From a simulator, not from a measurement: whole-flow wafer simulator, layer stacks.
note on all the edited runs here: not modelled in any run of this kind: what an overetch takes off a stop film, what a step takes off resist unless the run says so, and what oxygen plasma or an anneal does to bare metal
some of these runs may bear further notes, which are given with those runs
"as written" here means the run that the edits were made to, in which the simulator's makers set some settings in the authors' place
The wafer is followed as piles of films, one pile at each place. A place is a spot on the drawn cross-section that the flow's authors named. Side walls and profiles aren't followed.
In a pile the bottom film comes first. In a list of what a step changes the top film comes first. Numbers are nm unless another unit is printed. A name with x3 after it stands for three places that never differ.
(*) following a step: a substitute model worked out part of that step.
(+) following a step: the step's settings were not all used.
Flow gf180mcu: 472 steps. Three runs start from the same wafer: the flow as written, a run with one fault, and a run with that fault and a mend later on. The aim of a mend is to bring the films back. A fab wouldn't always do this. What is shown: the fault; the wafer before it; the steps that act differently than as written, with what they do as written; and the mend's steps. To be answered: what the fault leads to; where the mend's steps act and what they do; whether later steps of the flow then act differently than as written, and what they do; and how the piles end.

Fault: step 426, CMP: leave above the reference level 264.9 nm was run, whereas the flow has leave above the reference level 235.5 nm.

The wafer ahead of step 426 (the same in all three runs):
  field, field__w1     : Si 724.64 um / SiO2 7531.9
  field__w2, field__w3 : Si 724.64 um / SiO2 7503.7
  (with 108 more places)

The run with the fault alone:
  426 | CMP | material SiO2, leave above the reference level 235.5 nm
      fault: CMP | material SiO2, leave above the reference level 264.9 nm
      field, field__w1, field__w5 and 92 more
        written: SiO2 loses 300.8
        fault: SiO2 loses 271.4
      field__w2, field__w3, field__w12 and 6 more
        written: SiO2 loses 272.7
        fault: SiO2 loses 243.3
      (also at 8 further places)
  Steps later in the flow that act otherwise than as written (2 other steps are not shown; they differ only slightly, by no more than 2% or 0.5 nm, whichever is larger):
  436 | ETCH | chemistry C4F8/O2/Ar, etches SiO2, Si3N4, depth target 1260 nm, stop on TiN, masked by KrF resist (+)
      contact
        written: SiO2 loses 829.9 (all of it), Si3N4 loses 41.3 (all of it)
        fault: SiO2 loses 859.3 (all of it), Si3N4 loses 41.3 (all of it)
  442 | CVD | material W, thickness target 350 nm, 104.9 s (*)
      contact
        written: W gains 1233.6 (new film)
        fault: W gains 1263.2 (new film)
  By the end, the piles at field__w8, contact, m1, m1__w1, m1_nw depart from the flow's by more than 2% or 0.5 nm, whichever is larger.
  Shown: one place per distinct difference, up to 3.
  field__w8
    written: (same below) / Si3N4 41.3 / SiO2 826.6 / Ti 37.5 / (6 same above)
    fault: (same below) / Si3N4 41.3 / SiO2 856 / Ti 37.5 / (6 same above)
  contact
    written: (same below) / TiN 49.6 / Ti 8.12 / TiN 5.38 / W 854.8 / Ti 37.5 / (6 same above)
    fault: (same below) / TiN 49.6 / Ti 7.98 / TiN 5.29 / W 884.4 / Ti 37.5 / (6 same above)

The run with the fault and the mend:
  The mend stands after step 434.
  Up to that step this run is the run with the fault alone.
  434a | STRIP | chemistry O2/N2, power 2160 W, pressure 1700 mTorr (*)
      field, field__w1, field__w2 and 108 more
        KrF resist loses 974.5 (all of it), anti-reflective coat loses 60 (all of it)
      contact
        anti-reflective coat loses 60 (all of it)
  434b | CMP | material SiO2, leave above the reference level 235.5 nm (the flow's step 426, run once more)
      field, field__w1, field__w2 and 109 more
        SiO2 loses 29.4
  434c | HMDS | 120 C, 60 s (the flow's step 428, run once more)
      leaves every film unchanged at each place that is followed
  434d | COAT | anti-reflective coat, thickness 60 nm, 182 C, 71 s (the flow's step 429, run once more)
      field, field__w1, field__w2 and 109 more
        anti-reflective coat gains 60 (new film)
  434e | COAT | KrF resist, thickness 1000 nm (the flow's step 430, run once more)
      field, field__w1, field__w2 and 109 more
        KrF resist gains 1000 (new film)
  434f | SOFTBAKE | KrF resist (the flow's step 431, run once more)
      leaves every film unchanged at each place that is followed
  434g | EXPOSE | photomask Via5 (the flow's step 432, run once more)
      leaves every film unchanged at each place that is followed
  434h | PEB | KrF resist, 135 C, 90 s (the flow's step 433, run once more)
      field, field__w1, field__w2 and 109 more
        KrF resist loses 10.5
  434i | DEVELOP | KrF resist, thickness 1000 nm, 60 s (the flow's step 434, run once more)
      field, field__w1, field__w2 and 108 more
        KrF resist loses 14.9
      contact
        KrF resist loses 989.5 (all of it)
  Every later step of the flow that is run acts as written at every place that is followed.
  The piles end the same as the flow's at every place that both follow.
